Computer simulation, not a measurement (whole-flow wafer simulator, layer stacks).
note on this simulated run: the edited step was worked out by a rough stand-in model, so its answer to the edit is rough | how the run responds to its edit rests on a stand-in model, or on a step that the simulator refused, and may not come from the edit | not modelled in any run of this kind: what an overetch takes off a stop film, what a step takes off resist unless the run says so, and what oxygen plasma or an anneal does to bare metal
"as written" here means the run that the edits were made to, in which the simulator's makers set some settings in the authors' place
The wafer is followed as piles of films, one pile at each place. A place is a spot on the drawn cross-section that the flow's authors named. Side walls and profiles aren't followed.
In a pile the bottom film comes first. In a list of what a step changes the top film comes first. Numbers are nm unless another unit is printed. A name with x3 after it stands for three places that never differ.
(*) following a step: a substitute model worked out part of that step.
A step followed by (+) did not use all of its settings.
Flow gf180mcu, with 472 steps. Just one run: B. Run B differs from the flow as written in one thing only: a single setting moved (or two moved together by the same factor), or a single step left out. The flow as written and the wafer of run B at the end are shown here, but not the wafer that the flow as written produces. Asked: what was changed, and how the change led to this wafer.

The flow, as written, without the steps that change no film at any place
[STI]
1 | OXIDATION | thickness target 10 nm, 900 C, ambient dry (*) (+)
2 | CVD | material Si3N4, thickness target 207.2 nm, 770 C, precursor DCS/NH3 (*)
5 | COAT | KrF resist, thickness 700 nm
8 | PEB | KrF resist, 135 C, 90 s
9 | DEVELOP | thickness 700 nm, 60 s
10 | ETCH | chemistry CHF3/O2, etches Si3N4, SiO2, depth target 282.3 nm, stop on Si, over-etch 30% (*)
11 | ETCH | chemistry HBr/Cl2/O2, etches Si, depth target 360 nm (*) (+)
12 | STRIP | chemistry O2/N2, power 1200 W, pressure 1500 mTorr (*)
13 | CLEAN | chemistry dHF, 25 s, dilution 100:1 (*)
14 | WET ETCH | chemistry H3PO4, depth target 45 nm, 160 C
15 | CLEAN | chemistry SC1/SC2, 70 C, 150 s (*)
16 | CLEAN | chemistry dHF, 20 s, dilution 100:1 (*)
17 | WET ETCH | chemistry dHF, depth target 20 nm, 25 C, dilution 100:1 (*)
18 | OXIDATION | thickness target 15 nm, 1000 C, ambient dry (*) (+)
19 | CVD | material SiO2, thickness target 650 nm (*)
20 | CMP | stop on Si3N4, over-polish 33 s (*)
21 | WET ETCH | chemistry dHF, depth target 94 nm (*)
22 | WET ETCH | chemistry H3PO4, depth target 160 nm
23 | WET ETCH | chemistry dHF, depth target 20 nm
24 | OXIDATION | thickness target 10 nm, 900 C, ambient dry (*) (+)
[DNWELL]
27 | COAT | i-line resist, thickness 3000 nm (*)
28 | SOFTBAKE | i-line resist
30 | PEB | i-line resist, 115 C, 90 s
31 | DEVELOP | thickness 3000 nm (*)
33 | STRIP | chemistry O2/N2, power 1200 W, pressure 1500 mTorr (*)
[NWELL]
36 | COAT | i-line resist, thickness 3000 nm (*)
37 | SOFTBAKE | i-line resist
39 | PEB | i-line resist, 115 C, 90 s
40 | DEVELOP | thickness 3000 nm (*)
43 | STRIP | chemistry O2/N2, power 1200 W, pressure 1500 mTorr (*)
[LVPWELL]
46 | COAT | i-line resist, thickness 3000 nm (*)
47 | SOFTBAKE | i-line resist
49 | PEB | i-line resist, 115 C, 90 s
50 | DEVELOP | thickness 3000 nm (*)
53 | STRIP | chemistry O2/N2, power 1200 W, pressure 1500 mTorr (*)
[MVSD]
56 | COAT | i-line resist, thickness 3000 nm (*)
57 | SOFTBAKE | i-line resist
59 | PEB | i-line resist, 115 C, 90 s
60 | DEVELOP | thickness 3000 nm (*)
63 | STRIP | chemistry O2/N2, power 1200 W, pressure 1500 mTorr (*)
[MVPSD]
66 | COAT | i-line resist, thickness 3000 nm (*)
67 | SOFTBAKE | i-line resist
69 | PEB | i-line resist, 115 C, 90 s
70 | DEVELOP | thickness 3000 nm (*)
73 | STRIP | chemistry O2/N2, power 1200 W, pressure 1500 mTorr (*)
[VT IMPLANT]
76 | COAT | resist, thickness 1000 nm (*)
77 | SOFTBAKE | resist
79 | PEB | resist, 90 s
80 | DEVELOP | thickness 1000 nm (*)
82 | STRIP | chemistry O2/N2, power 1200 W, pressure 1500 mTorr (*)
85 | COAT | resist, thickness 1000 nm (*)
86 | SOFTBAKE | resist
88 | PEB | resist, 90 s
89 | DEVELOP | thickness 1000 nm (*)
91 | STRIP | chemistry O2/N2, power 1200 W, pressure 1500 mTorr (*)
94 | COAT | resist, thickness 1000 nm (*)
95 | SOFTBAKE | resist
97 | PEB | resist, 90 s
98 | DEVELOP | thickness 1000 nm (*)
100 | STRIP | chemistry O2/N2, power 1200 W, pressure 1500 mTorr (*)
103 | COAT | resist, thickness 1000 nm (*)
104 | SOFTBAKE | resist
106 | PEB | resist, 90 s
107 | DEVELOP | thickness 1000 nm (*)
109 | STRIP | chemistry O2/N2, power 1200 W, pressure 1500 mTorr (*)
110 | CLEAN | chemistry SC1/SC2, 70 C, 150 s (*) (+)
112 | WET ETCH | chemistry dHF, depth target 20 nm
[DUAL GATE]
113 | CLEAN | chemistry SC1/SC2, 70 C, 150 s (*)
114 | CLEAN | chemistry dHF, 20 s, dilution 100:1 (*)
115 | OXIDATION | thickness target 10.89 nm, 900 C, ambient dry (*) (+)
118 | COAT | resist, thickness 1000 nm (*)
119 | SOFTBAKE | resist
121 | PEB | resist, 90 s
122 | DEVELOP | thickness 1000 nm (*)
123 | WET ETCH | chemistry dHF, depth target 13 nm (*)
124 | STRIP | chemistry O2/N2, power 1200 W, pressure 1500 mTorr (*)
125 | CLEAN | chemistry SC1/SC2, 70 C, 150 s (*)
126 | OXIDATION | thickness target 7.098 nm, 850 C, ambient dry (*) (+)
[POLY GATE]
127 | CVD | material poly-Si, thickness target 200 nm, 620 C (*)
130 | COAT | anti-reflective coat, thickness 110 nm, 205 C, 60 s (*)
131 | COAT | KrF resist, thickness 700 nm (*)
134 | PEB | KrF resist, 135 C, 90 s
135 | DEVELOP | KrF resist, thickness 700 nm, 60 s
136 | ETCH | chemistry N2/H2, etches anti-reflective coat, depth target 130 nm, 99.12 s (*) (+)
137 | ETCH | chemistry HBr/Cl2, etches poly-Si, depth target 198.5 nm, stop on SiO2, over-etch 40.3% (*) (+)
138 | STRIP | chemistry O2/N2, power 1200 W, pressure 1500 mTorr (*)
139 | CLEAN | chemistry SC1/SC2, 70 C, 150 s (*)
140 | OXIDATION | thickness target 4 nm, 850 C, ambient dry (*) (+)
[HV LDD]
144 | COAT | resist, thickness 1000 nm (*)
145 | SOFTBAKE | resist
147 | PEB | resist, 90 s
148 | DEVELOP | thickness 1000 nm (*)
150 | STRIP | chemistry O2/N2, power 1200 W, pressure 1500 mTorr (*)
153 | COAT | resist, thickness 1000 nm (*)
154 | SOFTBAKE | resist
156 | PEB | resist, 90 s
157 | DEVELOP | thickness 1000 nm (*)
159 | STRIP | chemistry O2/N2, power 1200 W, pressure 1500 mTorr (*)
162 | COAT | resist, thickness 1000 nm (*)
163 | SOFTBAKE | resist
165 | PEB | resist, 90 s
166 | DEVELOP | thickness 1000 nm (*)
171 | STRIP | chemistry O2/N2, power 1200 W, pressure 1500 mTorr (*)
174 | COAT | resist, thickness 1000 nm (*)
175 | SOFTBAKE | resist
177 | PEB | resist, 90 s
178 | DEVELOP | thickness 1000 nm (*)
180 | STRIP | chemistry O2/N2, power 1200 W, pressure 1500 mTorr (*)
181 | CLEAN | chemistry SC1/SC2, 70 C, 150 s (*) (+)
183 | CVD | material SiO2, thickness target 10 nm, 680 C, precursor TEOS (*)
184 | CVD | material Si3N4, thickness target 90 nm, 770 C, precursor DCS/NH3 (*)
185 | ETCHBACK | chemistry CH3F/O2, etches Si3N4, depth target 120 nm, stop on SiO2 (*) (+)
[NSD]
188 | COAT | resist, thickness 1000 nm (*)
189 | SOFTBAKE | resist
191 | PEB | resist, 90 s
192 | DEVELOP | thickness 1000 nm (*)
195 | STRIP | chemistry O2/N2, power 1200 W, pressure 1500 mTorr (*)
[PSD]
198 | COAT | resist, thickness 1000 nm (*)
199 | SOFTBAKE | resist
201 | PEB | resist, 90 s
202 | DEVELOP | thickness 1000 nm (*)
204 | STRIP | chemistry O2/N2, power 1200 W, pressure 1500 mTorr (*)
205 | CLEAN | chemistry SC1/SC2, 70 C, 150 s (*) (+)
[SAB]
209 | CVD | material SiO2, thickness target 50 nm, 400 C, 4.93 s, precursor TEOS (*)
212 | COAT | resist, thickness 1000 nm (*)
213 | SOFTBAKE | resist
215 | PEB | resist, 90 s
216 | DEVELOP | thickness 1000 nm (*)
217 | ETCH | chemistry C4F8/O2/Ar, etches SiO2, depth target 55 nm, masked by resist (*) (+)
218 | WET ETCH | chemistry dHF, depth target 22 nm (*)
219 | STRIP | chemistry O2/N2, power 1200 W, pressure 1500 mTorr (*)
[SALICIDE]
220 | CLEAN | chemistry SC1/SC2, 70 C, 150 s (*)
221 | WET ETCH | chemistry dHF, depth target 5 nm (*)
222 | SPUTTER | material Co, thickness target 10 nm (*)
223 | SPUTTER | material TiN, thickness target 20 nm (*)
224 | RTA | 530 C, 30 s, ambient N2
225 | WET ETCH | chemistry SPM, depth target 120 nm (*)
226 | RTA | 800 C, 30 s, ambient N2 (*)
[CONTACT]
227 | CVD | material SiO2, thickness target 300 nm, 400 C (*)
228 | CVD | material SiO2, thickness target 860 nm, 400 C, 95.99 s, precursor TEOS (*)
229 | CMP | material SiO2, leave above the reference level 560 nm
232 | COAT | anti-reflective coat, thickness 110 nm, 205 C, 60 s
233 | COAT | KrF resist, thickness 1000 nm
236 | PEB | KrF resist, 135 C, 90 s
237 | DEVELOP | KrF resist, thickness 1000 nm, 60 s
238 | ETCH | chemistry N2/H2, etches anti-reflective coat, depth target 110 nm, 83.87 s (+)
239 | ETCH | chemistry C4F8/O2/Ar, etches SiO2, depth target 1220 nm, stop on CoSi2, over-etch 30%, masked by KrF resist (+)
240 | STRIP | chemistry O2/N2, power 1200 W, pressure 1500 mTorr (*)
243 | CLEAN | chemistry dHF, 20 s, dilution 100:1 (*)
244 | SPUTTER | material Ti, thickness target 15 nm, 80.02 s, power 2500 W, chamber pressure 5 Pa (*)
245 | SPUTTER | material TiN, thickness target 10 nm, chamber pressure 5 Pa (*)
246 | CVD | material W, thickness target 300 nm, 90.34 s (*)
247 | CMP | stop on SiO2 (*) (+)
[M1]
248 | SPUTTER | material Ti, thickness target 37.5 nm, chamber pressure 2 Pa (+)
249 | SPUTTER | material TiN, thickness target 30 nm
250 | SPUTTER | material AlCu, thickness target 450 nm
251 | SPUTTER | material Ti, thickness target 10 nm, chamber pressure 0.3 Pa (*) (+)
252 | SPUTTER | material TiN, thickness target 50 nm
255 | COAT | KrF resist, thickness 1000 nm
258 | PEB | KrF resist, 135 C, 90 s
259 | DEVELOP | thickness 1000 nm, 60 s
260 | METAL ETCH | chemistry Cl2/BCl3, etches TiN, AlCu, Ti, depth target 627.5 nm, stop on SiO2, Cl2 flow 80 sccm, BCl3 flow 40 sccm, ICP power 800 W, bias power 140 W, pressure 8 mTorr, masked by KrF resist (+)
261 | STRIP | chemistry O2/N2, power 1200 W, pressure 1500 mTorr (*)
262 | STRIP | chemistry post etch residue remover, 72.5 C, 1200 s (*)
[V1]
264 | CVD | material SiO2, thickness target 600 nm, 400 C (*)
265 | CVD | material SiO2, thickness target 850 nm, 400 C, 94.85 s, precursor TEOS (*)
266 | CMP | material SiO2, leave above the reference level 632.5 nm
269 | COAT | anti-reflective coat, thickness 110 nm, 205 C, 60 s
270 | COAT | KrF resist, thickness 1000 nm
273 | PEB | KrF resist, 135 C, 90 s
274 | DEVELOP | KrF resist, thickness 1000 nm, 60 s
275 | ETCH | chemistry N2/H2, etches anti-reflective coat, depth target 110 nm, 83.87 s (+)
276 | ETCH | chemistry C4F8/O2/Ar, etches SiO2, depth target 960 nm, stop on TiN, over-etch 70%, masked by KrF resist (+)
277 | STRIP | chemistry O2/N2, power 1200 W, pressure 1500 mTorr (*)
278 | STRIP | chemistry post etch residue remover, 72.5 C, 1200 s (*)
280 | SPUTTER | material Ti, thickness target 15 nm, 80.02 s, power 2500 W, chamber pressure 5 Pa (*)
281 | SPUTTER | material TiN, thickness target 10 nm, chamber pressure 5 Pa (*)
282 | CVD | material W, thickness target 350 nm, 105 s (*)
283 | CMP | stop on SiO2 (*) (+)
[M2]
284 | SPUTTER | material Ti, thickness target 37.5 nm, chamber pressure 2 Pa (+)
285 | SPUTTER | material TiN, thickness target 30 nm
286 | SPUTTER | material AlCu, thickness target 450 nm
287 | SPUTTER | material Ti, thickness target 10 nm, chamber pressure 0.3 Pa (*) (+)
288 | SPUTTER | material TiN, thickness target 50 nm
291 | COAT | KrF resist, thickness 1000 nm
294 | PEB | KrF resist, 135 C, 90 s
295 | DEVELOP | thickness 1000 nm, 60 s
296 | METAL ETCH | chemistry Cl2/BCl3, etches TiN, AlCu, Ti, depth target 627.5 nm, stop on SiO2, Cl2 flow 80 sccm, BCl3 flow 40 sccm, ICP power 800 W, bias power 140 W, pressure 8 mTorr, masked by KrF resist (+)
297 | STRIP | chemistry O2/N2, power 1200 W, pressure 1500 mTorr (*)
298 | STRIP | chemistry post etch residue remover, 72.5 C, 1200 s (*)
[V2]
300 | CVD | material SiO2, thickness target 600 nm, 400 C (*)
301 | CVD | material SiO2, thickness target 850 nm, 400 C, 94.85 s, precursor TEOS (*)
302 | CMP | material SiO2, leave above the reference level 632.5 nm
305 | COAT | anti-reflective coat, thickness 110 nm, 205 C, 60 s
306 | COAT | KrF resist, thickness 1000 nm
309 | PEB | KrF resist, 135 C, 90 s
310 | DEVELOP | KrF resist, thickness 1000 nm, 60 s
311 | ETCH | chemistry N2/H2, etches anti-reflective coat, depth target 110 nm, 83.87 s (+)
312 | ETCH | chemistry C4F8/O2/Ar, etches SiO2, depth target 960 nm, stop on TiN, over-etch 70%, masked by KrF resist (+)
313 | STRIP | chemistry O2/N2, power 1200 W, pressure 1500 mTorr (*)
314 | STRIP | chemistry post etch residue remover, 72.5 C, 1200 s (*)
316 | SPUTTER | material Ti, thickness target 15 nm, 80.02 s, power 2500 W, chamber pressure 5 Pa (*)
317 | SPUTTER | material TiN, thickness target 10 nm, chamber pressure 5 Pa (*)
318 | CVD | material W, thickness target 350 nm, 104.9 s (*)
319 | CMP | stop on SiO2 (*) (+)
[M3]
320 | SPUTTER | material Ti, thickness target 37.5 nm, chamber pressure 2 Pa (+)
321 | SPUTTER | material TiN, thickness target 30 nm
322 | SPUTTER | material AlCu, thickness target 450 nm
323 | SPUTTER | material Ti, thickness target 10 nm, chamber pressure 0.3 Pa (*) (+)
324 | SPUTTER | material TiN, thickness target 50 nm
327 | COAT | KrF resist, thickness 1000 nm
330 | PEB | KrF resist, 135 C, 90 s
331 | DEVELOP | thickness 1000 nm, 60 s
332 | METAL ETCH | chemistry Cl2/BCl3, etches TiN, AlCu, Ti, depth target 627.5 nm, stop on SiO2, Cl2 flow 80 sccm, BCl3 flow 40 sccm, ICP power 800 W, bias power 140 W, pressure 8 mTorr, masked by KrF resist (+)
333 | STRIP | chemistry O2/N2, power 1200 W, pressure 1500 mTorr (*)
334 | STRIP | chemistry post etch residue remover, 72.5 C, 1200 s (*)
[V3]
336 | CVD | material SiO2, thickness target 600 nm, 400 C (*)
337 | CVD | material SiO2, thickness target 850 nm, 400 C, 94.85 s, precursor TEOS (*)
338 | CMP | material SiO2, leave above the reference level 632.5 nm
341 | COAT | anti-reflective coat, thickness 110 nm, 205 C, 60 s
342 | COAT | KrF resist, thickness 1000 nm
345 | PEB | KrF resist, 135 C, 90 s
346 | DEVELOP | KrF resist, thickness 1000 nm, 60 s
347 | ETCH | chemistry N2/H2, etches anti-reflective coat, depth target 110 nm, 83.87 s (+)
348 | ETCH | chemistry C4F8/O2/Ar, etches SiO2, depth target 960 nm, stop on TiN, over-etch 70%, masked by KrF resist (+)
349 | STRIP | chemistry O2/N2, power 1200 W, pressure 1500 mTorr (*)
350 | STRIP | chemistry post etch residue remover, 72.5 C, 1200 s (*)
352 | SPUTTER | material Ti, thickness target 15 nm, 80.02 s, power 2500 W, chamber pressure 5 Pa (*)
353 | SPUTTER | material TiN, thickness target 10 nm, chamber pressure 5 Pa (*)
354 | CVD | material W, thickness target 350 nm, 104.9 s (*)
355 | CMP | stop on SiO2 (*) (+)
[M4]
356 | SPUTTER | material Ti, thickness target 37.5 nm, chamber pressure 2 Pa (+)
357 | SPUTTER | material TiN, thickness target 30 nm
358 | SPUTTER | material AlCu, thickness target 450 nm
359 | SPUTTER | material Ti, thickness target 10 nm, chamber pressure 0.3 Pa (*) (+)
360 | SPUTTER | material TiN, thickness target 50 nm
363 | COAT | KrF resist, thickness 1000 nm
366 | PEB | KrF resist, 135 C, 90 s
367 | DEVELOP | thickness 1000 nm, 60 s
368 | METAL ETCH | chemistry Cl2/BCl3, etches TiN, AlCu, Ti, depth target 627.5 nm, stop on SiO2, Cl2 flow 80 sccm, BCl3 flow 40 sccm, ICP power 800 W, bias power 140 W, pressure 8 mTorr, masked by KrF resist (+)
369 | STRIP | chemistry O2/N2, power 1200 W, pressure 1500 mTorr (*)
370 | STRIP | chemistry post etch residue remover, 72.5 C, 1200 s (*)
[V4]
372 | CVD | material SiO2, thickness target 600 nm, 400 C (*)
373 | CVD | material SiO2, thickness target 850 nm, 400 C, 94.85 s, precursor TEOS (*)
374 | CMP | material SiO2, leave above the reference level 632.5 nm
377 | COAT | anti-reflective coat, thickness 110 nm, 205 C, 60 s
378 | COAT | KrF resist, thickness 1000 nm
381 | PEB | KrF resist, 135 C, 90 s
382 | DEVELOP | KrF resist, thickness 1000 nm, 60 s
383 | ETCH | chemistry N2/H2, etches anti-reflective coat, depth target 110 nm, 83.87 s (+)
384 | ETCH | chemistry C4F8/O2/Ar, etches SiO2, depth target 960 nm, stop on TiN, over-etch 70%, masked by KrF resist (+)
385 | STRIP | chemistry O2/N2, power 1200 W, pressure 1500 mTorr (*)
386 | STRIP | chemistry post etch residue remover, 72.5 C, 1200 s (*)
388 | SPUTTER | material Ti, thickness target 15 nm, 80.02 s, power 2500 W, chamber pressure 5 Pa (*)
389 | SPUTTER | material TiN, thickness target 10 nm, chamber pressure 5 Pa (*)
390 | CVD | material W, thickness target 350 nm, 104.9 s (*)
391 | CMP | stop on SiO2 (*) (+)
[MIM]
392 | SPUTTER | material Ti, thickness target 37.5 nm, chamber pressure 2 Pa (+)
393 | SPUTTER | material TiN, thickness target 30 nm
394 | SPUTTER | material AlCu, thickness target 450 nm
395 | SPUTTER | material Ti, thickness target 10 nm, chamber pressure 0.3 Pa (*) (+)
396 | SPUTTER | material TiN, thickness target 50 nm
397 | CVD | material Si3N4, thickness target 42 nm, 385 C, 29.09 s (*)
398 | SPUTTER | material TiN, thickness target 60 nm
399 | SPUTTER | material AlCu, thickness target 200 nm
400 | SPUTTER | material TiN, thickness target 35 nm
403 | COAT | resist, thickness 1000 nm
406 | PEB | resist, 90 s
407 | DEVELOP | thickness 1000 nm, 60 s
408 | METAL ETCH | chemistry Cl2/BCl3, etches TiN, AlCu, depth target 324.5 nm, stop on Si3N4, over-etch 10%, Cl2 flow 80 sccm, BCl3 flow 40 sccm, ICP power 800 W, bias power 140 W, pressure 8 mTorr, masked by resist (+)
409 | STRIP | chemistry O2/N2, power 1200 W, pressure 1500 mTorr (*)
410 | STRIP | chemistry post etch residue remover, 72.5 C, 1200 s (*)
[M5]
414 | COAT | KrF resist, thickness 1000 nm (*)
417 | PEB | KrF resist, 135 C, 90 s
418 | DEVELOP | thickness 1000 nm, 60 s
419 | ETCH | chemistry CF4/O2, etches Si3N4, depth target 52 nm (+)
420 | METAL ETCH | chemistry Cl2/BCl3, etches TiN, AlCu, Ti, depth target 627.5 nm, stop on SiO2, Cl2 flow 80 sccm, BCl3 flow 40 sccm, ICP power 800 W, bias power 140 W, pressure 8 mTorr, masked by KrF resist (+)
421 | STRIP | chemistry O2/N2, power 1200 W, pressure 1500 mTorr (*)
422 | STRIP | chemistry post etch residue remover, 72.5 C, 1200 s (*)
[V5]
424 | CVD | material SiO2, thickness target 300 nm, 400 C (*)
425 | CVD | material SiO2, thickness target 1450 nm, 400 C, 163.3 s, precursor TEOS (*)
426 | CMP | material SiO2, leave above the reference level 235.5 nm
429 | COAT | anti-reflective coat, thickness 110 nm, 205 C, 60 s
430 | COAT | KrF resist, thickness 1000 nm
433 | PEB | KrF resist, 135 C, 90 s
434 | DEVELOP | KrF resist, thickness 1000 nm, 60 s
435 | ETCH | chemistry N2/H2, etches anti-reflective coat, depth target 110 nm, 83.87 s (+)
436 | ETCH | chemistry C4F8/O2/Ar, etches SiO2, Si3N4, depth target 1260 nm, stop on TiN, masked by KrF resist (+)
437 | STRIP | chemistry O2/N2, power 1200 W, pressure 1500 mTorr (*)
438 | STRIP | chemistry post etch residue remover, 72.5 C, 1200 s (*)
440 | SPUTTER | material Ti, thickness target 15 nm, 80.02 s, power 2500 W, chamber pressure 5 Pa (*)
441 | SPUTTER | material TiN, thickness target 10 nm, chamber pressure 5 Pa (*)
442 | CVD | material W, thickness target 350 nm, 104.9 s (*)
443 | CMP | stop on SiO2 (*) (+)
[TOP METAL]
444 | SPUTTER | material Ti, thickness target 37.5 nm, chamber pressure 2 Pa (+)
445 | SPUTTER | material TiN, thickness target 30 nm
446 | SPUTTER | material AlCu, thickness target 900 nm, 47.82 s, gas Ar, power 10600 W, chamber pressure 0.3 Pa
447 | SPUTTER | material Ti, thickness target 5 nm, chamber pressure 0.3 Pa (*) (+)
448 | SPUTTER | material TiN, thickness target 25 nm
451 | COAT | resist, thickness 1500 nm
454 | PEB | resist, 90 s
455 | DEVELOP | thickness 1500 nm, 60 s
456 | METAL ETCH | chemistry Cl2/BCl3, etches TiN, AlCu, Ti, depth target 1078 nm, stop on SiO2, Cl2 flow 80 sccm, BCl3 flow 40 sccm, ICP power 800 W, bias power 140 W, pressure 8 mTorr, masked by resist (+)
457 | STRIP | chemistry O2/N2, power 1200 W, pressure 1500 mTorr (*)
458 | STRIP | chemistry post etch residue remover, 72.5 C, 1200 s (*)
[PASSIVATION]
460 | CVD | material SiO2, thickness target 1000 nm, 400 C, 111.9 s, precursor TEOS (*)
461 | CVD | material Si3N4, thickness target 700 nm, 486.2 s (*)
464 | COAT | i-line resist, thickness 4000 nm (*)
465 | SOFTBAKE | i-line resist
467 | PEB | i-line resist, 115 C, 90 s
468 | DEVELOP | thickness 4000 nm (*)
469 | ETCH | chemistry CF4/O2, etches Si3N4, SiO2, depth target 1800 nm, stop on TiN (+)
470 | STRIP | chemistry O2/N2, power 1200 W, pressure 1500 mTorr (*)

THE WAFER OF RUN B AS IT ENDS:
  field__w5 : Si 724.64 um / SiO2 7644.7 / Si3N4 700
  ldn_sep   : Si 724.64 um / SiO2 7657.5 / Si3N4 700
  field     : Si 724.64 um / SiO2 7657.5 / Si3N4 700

Cause: step 425, CVD: thickness target 580 nm was run, whereas the flow has thickness target 1450 nm.

The path from the change to this, step by step:
  425 | CVD | material SiO2, thickness target 1450 nm, 400 C, 163.3 s, precursor TEOS (*)
      field, field__w1, field__w4 and 100 more: SiO2 gains 580 (it would be, as written: SiO2 gains 1450)
      field__w2, field__w3, field__w12 and 6 more: SiO2 gains 569.3 (it would be, as written: SiO2 gains 1421.8)
  426 | CMP | material SiO2, leave above the reference level 235.5 nm
      field, field__w1, field__w5 and 92 more: nothing (it would be, as written: SiO2 loses 300.8)
      field__w2, field__w3, field__w12 and 6 more: nothing (it would be, as written: SiO2 loses 272.7)
      (as well as at 8 more places)
  429 | COAT | anti-reflective coat, thickness 110 nm, 205 C, 60 s
      p_well, sti, spacer, sd_n, pad, dice_street: anti-reflective coat gains 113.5 (new film) (it would be, as written: anti-reflective coat gains 110 (new film))
      field__w9, field__w10: anti-reflective coat gains 121.1 (new film) (it would be, as written: anti-reflective coat gains 110 (new film))
      (as well as at 53 more places)
  430 | COAT | KrF resist, thickness 1000 nm
      field: KrF resist gains 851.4 (new film) (it would be, as written: KrF resist gains 1000 (new film))
      field__w2: KrF resist gains 1072.6 (new film) (it would be, as written: KrF resist gains 1000 (new film))
      (as well as at 38 more places)
  433 | PEB | KrF resist, 135 C, 90 s
      field__w2, sd_p: KrF resist loses 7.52 (it would be, as written: KrF resist loses 6.68)
      polyc_n, polyc_n_rim: KrF resist loses 11.2 (it would be, as written: KrF resist loses 6.68)
      (as well as at 24 more places)
  434 | DEVELOP | KrF resist, thickness 1000 nm, 60 s
      contact: KrF resist loses 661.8 (all of it) (it would be, as written: KrF resist loses 993.3 (all of it))
  435 | ETCH | chemistry N2/H2, etches anti-reflective coat, depth target 110 nm, 83.87 s (+)
      contact: anti-reflective coat loses 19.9 (all of it), SiO2 loses 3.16 (it would be, as written: anti-reflective coat loses 110 (all of it), SiO2 loses 0.85)
  437 | STRIP | chemistry O2/N2, power 1200 W, pressure 1500 mTorr (*)
      p_well, sti, spacer, sd_n, pad, dice_street: KrF resist loses 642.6 (all of it), anti-reflective coat loses 113.5 (all of it) (it would be, as written: KrF resist loses 646.9 (all of it), anti-reflective coat loses 110 (all of it))
      field: KrF resist loses 500.1 (all of it), anti-reflective coat loses 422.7 (all of it) (it would be, as written: KrF resist loses 646.9 (all of it), anti-reflective coat loses 110 (all of it))
      (as well as at 53 more places)
  440 | SPUTTER | material Ti, thickness target 15 nm, 80.02 s, power 2500 W, chamber pressure 5 Pa (*)
      contact: Ti gains 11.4 (new film) (it would be, as written: Ti gains 8.12 (new film))
  441 | SPUTTER | material TiN, thickness target 10 nm, chamber pressure 5 Pa (*)
      contact: TiN gains 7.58 (new film) (it would be, as written: TiN gains 5.38 (new film))
  442 | CVD | material W, thickness target 350 nm, 104.9 s (*)
      contact: W gains 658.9 (new film) (it would be, as written: W gains 1233.6 (new film))
  443 | CMP | stop on SiO2 (*) (+)
      field__w3, field__w12, npoly_sal, ppoly_sal, nw_sep_fld, gate_hv5, gate_p_hv5, sti_nw: W loses 350 (all of it), TiN loses 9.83 (all of it), Ti loses 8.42 (it would be, as written: W loses 350 (all of it), TiN loses 10 (all of it), Ti loses 15 (all of it), SiO2 loses 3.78)
      field__w2: W loses 350 (all of it), TiN loses 9.66 (all of it), Ti loses 8.2 (it would be, as written: W loses 350 (all of it), TiN loses 10 (all of it), Ti loses 15 (all of it), SiO2 loses 3.78)
      (as well as at 102 more places)
  444 | SPUTTER | material Ti, thickness target 37.5 nm, chamber pressure 2 Pa (+)
      field__w2, field__w3, field__w12 and 6 more: Ti gains 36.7 (it would be, as written: Ti gains 37.5 (new film))
  445 | SPUTTER | material TiN, thickness target 30 nm
      field__w5, field__w6, field__w9 and 37 more: TiN gains 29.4 (new film) (it would be, as written: TiN gains 30 (new film))
      field__w2, field__w3, field__w12 and 6 more: TiN gains 28.6 (new film) (it would be, as written: TiN gains 30 (new film))
  446 | SPUTTER | material AlCu, thickness target 900 nm, 47.82 s, gas Ar, power 10600 W, chamber pressure 0.3 Pa
      field__w2, field__w3, field__w12 and 6 more: AlCu gains 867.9 (new film) (it would be, as written: AlCu gains 900 (new film))
  447 | SPUTTER | material Ti, thickness target 5 nm, chamber pressure 0.3 Pa (*) (+)
      field__w2: Ti gains 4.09 (new film) (it would be, as written: Ti gains 5 (new film))
  ... another 10 steps ...
  470 | STRIP | chemistry O2/N2, power 1200 W, pressure 1500 mTorr (*)
      field__w8, m1__w1: i-line resist loses 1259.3 (all of it) (it would be, as written: i-line resist loses 1787.7 (all of it))
      m1: i-line resist loses 1282.4 (all of it) (it would be, as written: i-line resist loses 1812 (all of it))
      (as well as at 3 more places)
